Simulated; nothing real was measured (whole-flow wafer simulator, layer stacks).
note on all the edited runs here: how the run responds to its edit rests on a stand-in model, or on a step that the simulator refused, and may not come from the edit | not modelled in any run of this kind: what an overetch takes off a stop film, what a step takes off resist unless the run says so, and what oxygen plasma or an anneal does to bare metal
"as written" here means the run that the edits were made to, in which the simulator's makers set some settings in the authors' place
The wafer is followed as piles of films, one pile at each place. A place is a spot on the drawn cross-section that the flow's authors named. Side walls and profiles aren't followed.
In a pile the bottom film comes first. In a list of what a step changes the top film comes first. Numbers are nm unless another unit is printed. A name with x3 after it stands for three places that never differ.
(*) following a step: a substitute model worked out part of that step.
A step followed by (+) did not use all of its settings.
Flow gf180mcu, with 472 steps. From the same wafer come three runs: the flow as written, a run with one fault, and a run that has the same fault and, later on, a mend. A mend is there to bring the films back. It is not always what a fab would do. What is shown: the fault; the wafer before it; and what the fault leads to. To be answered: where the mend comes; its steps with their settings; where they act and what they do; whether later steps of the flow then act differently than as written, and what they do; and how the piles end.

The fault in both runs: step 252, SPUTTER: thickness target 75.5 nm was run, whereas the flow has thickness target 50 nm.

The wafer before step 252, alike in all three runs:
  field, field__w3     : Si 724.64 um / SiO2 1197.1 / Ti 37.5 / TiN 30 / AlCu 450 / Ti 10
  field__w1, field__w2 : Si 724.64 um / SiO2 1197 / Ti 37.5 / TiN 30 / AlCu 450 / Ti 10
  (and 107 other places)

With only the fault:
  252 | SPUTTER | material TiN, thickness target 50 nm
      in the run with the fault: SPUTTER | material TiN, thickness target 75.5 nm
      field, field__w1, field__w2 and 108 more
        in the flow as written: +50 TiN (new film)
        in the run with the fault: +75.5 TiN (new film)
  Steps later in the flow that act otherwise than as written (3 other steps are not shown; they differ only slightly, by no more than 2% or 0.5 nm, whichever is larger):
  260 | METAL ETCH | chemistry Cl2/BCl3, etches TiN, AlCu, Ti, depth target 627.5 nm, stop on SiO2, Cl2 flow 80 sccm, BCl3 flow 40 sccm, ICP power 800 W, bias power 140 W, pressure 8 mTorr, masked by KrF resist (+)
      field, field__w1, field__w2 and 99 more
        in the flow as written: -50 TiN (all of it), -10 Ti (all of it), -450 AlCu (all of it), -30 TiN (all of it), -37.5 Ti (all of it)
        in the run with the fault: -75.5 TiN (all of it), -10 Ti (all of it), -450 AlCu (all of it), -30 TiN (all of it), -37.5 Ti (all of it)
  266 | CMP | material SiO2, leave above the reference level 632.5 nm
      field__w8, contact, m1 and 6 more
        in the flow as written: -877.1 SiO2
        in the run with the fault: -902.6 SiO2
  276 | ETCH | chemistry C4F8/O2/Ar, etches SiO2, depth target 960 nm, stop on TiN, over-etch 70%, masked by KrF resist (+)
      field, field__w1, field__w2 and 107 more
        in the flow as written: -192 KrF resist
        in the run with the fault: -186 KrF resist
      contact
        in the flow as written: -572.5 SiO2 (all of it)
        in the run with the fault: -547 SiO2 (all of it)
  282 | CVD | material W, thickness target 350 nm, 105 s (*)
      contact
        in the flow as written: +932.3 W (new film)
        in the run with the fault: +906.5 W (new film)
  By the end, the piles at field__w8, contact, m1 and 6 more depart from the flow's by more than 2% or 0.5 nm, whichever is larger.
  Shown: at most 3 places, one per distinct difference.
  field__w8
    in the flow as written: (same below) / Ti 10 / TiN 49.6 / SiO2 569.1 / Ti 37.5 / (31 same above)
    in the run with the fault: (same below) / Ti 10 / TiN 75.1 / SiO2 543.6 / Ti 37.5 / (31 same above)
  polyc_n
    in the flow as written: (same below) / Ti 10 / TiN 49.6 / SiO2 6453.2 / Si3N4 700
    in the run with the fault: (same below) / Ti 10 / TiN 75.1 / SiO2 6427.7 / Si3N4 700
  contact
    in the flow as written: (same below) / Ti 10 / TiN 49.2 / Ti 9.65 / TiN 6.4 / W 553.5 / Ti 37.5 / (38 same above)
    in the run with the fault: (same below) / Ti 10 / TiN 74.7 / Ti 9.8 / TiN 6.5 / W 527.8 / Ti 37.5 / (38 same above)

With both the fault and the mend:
  The mend stands after step 259.
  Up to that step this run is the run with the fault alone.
  259a | STRIP | chemistry O2/N2, power 2160 W, pressure 1700 mTorr (*)
      field__w8, contact, m1 and 6 more
        -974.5 KrF resist (all of it)
  259b | METAL ETCH | chemistry Cl2/BCl3, etches TiN, AlCu, Ti, depth target 25.5 nm, Cl2 flow 80 sccm, BCl3 flow 40 sccm, ICP power 800 W, bias power 140 W, pressure 8 mTorr
      field, field__w1, field__w2 and 108 more
        -25.5 TiN
  259c | HMDS | 120 C, 60 s (a further turn of the flow's step 254)
      does not change any film at any place that is followed
  259d | COAT | KrF resist, thickness 1000 nm (a further turn of the flow's step 255)
      field, field__w1, field__w2 and 108 more
        +1000 KrF resist (new film)
  259e | SOFTBAKE | KrF resist (a further turn of the flow's step 256)
      does not change any film at any place that is followed
  259f | EXPOSE | photomask Metal1 (a further turn of the flow's step 257)
      does not change any film at any place that is followed
  259g | PEB | KrF resist, 135 C, 90 s (a further turn of the flow's step 258)
      field, field__w1, field__w2 and 108 more
        -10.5 KrF resist
  259h | DEVELOP | thickness 1000 nm, 60 s (a further turn of the flow's step 259)
      field, field__w1, field__w2 and 99 more
        -989.5 KrF resist (all of it)
      field__w8, contact, m1 and 6 more
        -14.9 KrF resist
  Later steps of the flow that are run all act as written at every place that is followed.
  At every place that both follow, the piles at the end match the flow's.
